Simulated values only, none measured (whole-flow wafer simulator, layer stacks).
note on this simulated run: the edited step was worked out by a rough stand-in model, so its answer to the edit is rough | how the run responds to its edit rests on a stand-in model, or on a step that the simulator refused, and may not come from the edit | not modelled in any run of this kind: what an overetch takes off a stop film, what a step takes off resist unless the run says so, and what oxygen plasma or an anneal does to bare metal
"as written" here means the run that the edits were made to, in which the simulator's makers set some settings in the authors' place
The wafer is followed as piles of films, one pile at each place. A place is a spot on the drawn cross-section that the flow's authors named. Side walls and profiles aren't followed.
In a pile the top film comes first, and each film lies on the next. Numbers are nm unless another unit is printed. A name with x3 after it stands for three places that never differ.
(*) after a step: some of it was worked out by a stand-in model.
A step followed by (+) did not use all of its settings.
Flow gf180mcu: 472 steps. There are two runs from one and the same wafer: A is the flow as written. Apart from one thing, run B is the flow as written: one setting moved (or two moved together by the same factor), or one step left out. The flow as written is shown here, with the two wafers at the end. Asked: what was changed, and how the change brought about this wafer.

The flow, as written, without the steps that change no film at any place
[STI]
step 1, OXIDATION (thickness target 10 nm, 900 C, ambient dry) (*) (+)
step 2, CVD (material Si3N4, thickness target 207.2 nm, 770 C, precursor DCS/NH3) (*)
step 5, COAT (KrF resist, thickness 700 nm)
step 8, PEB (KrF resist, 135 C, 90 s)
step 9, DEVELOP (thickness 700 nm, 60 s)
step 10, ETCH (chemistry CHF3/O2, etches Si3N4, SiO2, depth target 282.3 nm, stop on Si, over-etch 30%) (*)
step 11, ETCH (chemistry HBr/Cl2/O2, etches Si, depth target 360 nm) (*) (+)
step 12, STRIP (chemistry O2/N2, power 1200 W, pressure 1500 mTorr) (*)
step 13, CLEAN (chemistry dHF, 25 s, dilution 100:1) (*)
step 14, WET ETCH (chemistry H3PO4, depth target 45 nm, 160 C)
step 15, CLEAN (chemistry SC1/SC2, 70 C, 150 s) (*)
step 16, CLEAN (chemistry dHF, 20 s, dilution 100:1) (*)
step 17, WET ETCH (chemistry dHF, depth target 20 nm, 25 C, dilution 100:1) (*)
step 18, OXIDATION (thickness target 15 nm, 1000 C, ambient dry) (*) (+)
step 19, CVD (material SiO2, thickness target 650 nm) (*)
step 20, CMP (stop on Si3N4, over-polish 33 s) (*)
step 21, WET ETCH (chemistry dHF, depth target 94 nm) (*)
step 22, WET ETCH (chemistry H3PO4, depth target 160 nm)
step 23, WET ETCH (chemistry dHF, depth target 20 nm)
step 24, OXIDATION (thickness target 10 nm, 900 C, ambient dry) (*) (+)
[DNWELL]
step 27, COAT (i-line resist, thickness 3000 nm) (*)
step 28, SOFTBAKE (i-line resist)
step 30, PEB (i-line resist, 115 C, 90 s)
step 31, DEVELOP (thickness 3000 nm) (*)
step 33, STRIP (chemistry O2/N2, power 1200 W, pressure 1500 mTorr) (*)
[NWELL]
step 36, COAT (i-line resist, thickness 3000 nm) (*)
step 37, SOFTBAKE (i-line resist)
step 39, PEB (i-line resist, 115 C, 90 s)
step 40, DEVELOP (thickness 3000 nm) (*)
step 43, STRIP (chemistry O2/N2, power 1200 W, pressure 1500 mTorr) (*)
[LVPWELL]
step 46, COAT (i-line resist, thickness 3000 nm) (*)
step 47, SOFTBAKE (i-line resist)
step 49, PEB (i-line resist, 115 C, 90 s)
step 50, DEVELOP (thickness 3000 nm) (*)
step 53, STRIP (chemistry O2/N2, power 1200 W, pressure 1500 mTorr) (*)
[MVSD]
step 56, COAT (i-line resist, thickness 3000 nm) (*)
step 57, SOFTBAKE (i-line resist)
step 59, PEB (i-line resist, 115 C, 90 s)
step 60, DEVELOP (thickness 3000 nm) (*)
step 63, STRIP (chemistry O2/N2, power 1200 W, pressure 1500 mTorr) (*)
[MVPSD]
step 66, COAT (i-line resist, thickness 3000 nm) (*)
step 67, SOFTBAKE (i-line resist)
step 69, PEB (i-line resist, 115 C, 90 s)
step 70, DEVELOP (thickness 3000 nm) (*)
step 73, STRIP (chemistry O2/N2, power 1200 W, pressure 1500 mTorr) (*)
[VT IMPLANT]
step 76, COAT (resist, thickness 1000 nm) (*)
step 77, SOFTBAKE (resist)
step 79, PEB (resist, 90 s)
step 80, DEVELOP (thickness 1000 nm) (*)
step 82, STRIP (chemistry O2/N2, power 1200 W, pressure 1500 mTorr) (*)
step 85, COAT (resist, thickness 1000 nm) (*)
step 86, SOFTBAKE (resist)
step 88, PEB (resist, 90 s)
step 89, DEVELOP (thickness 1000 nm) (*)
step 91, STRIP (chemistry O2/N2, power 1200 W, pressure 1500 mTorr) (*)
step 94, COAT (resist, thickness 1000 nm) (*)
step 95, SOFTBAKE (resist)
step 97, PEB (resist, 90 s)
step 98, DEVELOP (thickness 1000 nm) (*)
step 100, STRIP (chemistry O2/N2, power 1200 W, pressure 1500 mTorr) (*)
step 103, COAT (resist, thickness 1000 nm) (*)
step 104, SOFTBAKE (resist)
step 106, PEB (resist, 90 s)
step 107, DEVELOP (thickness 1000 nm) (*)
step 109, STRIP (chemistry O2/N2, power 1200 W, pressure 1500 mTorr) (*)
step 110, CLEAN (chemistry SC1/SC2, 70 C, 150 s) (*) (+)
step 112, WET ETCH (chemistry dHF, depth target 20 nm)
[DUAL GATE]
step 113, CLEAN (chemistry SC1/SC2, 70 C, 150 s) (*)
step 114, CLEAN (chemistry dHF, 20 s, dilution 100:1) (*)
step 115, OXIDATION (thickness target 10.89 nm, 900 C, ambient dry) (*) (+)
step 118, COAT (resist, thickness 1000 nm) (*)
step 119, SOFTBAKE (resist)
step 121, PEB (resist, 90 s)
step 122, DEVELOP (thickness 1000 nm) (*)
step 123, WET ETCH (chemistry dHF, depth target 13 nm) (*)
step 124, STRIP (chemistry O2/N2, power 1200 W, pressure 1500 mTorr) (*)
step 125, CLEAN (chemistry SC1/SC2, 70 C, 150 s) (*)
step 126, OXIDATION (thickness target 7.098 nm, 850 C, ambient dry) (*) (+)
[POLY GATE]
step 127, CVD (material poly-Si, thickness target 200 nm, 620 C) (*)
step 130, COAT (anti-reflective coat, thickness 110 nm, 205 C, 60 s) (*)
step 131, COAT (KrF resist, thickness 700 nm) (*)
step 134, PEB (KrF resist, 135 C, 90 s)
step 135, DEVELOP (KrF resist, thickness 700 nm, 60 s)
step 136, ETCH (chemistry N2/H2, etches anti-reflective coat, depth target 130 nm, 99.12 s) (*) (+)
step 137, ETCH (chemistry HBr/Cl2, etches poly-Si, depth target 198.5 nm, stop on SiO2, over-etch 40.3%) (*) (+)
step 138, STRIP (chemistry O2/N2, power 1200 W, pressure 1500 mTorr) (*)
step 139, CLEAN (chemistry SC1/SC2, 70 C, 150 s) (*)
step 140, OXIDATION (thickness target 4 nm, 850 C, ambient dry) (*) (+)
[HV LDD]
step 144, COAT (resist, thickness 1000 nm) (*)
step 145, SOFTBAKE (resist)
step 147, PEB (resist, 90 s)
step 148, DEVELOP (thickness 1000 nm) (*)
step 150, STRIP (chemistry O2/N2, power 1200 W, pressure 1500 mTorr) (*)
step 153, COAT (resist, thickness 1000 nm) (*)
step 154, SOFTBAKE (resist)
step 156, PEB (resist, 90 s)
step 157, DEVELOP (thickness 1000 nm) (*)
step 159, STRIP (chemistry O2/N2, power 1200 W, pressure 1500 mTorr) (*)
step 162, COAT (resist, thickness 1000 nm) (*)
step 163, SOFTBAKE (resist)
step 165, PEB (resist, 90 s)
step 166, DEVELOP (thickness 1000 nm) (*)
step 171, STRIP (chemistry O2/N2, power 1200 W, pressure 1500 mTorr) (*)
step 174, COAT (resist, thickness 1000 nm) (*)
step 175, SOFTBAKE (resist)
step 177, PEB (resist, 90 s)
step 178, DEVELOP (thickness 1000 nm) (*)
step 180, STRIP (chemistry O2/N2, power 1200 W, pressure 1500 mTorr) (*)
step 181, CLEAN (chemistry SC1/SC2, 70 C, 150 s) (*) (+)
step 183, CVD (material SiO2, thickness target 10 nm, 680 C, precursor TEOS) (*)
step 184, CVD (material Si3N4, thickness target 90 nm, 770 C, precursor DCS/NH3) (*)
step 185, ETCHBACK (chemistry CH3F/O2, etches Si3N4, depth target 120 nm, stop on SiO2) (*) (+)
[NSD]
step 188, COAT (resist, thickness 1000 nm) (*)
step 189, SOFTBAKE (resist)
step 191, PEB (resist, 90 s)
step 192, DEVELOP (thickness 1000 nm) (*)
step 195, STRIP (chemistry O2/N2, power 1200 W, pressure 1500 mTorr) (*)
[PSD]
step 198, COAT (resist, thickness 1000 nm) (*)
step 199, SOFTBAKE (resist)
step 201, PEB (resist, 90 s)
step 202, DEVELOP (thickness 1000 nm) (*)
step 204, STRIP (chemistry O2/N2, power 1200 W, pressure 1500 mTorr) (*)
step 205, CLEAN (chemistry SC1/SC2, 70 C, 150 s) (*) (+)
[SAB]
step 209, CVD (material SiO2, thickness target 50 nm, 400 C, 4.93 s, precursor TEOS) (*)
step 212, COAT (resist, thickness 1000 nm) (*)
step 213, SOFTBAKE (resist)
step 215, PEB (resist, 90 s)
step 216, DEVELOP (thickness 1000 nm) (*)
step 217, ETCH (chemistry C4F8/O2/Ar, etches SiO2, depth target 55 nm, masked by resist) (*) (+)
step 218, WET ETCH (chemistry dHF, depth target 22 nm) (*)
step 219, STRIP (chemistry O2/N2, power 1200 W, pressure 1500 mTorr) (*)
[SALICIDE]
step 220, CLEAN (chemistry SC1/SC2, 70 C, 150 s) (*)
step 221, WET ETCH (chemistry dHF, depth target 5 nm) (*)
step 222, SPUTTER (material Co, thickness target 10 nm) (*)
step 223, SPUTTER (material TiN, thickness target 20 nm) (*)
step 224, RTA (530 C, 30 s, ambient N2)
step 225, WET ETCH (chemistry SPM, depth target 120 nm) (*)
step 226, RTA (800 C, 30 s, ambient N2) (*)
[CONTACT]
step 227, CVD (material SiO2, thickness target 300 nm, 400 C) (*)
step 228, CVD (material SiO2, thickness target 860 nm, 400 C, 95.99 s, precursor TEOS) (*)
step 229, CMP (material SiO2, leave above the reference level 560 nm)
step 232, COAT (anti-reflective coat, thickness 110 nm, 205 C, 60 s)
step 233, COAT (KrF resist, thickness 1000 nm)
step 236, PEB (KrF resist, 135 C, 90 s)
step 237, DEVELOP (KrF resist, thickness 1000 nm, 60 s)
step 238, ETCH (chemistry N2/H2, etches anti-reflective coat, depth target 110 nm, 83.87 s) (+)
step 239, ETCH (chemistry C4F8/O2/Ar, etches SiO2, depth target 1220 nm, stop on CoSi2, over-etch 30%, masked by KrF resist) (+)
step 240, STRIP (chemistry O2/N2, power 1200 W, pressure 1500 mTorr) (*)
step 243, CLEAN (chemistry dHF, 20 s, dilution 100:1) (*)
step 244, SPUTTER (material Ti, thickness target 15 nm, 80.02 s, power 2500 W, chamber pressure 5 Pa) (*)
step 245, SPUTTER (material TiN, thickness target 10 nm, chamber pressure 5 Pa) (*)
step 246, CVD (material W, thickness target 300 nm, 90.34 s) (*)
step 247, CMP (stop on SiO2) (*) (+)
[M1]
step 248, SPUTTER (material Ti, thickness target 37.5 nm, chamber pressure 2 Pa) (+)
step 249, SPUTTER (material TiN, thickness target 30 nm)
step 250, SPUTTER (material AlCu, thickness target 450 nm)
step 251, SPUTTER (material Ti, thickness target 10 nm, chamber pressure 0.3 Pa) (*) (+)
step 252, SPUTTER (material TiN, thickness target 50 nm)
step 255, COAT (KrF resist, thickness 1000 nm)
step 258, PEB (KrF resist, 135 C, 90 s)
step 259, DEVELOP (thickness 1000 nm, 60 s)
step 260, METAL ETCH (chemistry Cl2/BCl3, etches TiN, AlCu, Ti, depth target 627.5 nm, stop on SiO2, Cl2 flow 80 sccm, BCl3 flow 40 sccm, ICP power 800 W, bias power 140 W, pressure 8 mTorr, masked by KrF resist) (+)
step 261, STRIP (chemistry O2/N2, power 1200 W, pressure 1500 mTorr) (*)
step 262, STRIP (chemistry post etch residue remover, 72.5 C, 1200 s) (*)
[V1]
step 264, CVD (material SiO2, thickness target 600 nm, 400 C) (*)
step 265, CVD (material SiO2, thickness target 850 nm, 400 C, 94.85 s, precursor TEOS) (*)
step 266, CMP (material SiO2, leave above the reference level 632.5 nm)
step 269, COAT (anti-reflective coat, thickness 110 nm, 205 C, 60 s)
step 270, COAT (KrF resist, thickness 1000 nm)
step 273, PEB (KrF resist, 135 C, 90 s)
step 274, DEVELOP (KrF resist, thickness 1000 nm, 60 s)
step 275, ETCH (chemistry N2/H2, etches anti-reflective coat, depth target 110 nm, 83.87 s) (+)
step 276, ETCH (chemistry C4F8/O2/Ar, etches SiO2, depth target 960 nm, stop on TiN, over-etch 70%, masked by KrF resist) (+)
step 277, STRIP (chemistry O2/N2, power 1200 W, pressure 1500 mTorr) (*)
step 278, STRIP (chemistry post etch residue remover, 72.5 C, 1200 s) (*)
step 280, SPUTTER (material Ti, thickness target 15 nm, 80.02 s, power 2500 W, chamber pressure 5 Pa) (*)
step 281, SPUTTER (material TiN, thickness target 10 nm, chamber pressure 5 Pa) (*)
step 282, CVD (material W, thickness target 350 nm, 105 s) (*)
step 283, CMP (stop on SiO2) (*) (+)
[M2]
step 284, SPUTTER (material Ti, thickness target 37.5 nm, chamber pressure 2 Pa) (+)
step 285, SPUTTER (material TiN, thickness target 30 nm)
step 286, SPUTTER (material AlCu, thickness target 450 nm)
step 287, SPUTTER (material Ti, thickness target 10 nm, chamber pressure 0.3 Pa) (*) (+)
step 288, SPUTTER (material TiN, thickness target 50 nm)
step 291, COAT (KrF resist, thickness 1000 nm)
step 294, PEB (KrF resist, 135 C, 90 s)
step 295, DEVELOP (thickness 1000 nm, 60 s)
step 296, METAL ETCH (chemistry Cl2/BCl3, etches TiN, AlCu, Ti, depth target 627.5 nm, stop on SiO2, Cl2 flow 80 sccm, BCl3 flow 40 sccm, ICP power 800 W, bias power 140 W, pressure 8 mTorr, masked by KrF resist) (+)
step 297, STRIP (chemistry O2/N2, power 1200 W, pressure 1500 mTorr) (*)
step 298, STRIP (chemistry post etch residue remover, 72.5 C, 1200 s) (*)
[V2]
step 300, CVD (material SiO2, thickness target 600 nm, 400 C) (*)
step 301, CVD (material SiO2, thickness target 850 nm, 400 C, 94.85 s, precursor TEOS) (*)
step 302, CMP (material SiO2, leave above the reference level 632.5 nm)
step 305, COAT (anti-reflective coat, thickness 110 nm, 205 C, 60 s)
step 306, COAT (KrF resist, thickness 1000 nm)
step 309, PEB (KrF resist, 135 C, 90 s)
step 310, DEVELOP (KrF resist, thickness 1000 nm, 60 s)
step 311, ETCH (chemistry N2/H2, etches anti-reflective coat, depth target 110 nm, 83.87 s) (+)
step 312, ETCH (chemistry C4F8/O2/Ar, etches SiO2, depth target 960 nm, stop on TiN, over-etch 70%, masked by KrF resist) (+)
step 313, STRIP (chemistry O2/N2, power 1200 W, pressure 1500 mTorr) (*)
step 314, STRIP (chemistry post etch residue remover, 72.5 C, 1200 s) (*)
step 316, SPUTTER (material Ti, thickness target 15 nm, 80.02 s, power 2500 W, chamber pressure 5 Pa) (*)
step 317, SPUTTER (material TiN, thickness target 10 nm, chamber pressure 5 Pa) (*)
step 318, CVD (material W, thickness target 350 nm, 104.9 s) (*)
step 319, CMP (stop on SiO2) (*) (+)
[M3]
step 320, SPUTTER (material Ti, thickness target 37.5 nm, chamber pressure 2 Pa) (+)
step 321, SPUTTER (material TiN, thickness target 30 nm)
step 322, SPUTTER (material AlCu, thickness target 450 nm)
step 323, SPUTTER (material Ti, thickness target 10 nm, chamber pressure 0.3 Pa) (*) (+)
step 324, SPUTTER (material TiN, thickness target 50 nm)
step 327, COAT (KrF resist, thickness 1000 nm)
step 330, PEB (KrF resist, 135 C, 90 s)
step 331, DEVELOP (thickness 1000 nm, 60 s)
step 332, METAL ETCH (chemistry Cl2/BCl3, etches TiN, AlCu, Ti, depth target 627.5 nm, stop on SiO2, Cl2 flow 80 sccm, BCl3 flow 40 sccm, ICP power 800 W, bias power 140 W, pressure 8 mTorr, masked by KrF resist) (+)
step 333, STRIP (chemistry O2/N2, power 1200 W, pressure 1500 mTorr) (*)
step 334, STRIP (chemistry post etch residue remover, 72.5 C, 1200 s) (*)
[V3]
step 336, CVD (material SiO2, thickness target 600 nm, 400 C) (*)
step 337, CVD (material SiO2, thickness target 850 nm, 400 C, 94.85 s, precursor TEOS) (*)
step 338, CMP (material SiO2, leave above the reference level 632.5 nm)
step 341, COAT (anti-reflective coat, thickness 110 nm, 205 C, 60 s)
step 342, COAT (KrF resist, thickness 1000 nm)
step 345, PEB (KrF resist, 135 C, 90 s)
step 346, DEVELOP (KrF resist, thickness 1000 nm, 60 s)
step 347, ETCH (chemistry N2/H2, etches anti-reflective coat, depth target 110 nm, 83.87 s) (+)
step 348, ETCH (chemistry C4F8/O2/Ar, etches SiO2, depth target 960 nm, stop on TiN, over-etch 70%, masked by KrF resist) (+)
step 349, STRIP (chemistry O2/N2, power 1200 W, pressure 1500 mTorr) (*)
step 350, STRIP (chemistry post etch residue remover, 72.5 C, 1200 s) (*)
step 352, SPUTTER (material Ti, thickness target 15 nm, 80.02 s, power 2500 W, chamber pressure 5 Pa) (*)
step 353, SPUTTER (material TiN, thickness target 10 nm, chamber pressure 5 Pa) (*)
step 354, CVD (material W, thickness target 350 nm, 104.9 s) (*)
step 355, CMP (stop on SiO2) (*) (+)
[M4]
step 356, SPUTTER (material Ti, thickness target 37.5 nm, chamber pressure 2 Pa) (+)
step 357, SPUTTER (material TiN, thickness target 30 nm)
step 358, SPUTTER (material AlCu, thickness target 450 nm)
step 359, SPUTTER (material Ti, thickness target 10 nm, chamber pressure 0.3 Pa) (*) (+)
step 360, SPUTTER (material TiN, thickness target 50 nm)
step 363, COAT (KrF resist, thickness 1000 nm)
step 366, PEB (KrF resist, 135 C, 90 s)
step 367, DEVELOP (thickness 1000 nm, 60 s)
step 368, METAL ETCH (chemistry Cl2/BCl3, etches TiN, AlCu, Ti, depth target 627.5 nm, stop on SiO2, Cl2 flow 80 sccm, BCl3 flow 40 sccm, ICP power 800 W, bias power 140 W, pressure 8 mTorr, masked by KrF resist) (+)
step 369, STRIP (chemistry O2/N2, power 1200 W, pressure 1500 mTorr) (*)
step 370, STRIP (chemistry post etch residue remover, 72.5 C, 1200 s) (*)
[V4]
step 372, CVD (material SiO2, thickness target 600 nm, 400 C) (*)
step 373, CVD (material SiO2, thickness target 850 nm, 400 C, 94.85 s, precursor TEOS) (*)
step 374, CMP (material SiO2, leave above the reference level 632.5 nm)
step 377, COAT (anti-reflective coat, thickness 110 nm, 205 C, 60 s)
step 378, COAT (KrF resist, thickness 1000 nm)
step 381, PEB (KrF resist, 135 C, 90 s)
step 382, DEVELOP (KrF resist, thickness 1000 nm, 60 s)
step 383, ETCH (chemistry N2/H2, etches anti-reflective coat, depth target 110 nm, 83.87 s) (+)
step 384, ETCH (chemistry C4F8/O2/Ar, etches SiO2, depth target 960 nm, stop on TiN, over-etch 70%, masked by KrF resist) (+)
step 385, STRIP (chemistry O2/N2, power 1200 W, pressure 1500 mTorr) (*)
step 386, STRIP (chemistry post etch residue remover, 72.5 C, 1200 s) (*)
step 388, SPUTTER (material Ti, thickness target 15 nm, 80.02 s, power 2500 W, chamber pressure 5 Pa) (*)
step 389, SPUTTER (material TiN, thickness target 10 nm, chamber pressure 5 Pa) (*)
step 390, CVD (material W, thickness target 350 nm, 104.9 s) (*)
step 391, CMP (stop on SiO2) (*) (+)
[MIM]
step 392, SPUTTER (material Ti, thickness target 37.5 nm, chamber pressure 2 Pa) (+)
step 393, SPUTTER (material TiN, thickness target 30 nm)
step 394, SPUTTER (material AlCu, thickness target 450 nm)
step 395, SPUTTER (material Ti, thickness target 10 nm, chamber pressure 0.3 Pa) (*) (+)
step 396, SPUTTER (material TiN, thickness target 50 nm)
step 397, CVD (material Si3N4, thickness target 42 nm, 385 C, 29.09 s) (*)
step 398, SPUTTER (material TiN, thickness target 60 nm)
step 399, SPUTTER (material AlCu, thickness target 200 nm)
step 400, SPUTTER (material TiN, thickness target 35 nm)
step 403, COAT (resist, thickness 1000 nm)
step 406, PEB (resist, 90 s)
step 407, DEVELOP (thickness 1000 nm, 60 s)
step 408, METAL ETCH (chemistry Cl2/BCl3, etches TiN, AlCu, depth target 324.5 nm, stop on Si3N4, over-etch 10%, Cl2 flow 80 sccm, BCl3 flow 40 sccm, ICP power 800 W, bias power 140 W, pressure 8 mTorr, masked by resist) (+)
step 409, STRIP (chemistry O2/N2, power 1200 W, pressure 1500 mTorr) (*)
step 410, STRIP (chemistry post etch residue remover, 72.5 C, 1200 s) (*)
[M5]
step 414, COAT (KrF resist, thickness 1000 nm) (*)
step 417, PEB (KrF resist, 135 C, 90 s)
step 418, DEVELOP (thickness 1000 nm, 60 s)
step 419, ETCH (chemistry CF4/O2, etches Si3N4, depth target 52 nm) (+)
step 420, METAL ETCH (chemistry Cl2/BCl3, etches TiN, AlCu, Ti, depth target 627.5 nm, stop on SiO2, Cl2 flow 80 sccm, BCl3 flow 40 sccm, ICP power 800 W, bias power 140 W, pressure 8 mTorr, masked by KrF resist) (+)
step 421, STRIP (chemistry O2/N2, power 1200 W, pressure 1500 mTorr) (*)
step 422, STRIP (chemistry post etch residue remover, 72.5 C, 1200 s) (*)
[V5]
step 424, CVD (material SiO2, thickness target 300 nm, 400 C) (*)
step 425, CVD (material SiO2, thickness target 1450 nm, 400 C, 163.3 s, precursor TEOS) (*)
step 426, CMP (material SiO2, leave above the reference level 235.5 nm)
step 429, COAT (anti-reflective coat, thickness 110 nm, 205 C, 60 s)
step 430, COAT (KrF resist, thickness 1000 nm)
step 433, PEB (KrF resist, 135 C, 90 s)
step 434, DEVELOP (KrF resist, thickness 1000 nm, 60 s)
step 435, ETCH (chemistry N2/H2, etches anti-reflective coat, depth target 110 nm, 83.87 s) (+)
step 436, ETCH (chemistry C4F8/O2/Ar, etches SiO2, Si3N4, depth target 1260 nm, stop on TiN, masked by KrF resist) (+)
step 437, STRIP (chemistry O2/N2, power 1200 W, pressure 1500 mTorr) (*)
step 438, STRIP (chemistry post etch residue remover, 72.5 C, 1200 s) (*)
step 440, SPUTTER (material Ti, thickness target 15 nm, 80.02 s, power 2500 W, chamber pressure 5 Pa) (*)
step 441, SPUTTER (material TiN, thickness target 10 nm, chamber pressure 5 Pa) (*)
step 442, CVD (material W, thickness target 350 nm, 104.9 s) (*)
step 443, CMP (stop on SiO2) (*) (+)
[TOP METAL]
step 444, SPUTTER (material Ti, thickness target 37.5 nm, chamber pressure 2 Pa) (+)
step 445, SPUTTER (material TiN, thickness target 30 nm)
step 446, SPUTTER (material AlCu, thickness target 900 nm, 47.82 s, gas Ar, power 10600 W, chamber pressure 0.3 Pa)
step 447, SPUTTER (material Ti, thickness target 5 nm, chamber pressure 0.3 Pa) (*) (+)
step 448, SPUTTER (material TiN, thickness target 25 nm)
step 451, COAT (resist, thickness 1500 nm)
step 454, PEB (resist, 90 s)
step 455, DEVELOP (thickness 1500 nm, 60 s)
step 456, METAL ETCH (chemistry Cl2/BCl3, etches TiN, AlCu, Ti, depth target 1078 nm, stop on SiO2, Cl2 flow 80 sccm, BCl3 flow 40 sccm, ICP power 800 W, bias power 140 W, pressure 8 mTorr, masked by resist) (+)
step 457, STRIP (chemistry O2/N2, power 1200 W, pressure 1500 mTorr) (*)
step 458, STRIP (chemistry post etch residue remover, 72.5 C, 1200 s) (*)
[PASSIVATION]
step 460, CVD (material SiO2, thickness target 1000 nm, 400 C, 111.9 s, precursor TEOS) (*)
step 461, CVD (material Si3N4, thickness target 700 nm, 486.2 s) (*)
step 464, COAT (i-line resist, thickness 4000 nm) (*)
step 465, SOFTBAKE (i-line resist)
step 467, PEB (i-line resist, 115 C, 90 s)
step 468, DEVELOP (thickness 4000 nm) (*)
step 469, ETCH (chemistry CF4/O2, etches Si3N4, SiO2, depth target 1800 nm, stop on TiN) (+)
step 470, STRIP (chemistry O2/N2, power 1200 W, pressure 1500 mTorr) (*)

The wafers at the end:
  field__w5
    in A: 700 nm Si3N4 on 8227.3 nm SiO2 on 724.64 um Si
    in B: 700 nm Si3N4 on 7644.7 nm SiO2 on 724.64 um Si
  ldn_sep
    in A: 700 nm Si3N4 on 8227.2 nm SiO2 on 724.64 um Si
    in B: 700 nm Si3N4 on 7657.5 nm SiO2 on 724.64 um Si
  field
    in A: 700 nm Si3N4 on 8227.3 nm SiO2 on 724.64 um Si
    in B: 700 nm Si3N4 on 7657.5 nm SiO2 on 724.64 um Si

Cause: step 425, CVD: thickness target 580 nm was run, while the flow as written has thickness target 1450 nm.

How this came from the change, step by step:
  step 425, CVD (material SiO2, thickness target 1450 nm, 400 C, 163.3 s, precursor TEOS) (*)
      field, field__w1, field__w4 and 100 more: A SiO2 gains 1450 | B SiO2 gains 580
      field__w2, field__w3, field__w12 and 6 more: A SiO2 gains 1421.8 | B SiO2 gains 569.3
  step 426, CMP (material SiO2, leave above the reference level 235.5 nm)
      field, field__w1, field__w5 and 92 more: A SiO2 loses 300.8 | B nothing
      field__w2, field__w3, field__w12 and 6 more: A SiO2 loses 272.7 | B nothing
      (as well as at 8 more places)
  step 429, COAT (anti-reflective coat, thickness 110 nm, 205 C, 60 s)
      p_well, sti, spacer, sd_n, pad, dice_street: A anti-reflective coat gains 110 (new film) | B anti-reflective coat gains 113.5 (new film)
      field__w9, field__w10: A anti-reflective coat gains 110 (new film) | B anti-reflective coat gains 121.1 (new film)
      (as well as at 53 more places)
  step 430, COAT (KrF resist, thickness 1000 nm)
      field: A KrF resist gains 1000 (new film) | B KrF resist gains 851.4 (new film)
      field__w2: A KrF resist gains 1000 (new film) | B KrF resist gains 1072.6 (new film)
      (as well as at 38 more places)
  step 433, PEB (KrF resist, 135 C, 90 s)
      field__w2, sd_p: A KrF resist loses 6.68 | B KrF resist loses 7.52
      polyc_n, polyc_n_rim: A KrF resist loses 6.68 | B KrF resist loses 11.2
      (as well as at 24 more places)
  step 434, DEVELOP (KrF resist, thickness 1000 nm, 60 s)
      contact: A KrF resist loses 993.3 (all of it) | B KrF resist loses 661.8 (all of it)
  step 435, ETCH (chemistry N2/H2, etches anti-reflective coat, depth target 110 nm, 83.87 s) (+)
      contact: A anti-reflective coat loses 110 (all of it), SiO2 loses 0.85 | B anti-reflective coat loses 19.9 (all of it), SiO2 loses 3.16
  step 437, STRIP (chemistry O2/N2, power 1200 W, pressure 1500 mTorr) (*)
      p_well, sti, spacer, sd_n, pad, dice_street: A KrF resist loses 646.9 (all of it), anti-reflective coat loses 110 (all of it) | B KrF resist loses 642.6 (all of it), anti-reflective coat loses 113.5 (all of it)
      field: A KrF resist loses 646.9 (all of it), anti-reflective coat loses 110 (all of it) | B KrF resist loses 500.1 (all of it), anti-reflective coat loses 422.7 (all of it)
      (as well as at 53 more places)
  step 440, SPUTTER (material Ti, thickness target 15 nm, 80.02 s, power 2500 W, chamber pressure 5 Pa) (*)
      contact: A Ti gains 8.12 (new film) | B Ti gains 11.4 (new film)
  step 441, SPUTTER (material TiN, thickness target 10 nm, chamber pressure 5 Pa) (*)
      contact: A TiN gains 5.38 (new film) | B TiN gains 7.58 (new film)
  step 442, CVD (material W, thickness target 350 nm, 104.9 s) (*)
      contact: A W gains 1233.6 (new film) | B W gains 658.9 (new film)
  step 443, CMP (stop on SiO2) (*) (+)
      field__w3, field__w12, npoly_sal, ppoly_sal, nw_sep_fld, gate_hv5, gate_p_hv5, sti_nw: A W loses 350 (all of it), TiN loses 10 (all of it), Ti loses 15 (all of it), SiO2 loses 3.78 | B W loses 350 (all of it), TiN loses 9.83 (all of it), Ti loses 8.42
      field__w2: A W loses 350 (all of it), TiN loses 10 (all of it), Ti loses 15 (all of it), SiO2 loses 3.78 | B W loses 350 (all of it), TiN loses 9.66 (all of it), Ti loses 8.2
      (as well as at 102 more places)
  step 444, SPUTTER (material Ti, thickness target 37.5 nm, chamber pressure 2 Pa) (+)
      field__w2, field__w3, field__w12 and 6 more: A Ti gains 37.5 (new film) | B Ti gains 36.7
  step 445, SPUTTER (material TiN, thickness target 30 nm)
      field__w5, field__w6, field__w9 and 37 more: A TiN gains 30 (new film) | B TiN gains 29.4 (new film)
      field__w2, field__w3, field__w12 and 6 more: A TiN gains 30 (new film) | B TiN gains 28.6 (new film)
  step 446, SPUTTER (material AlCu, thickness target 900 nm, 47.82 s, gas Ar, power 10600 W, chamber pressure 0.3 Pa)
      field__w2, field__w3, field__w12 and 6 more: A AlCu gains 900 (new film) | B AlCu gains 867.9 (new film)
  step 447, SPUTTER (material Ti, thickness target 5 nm, chamber pressure 0.3 Pa) (*) (+)
      field__w2: A Ti gains 5 (new film) | B Ti gains 4.09 (new film)
  ... 10 further steps ...
  step 470, STRIP (chemistry O2/N2, power 1200 W, pressure 1500 mTorr) (*)
      field__w8, m1__w1: A i-line resist loses 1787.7 (all of it) | B i-line resist loses 1259.3 (all of it)
      m1: A i-line resist loses 1812 (all of it) | B i-line resist loses 1282.4 (all of it)
      (as well as at 3 more places)
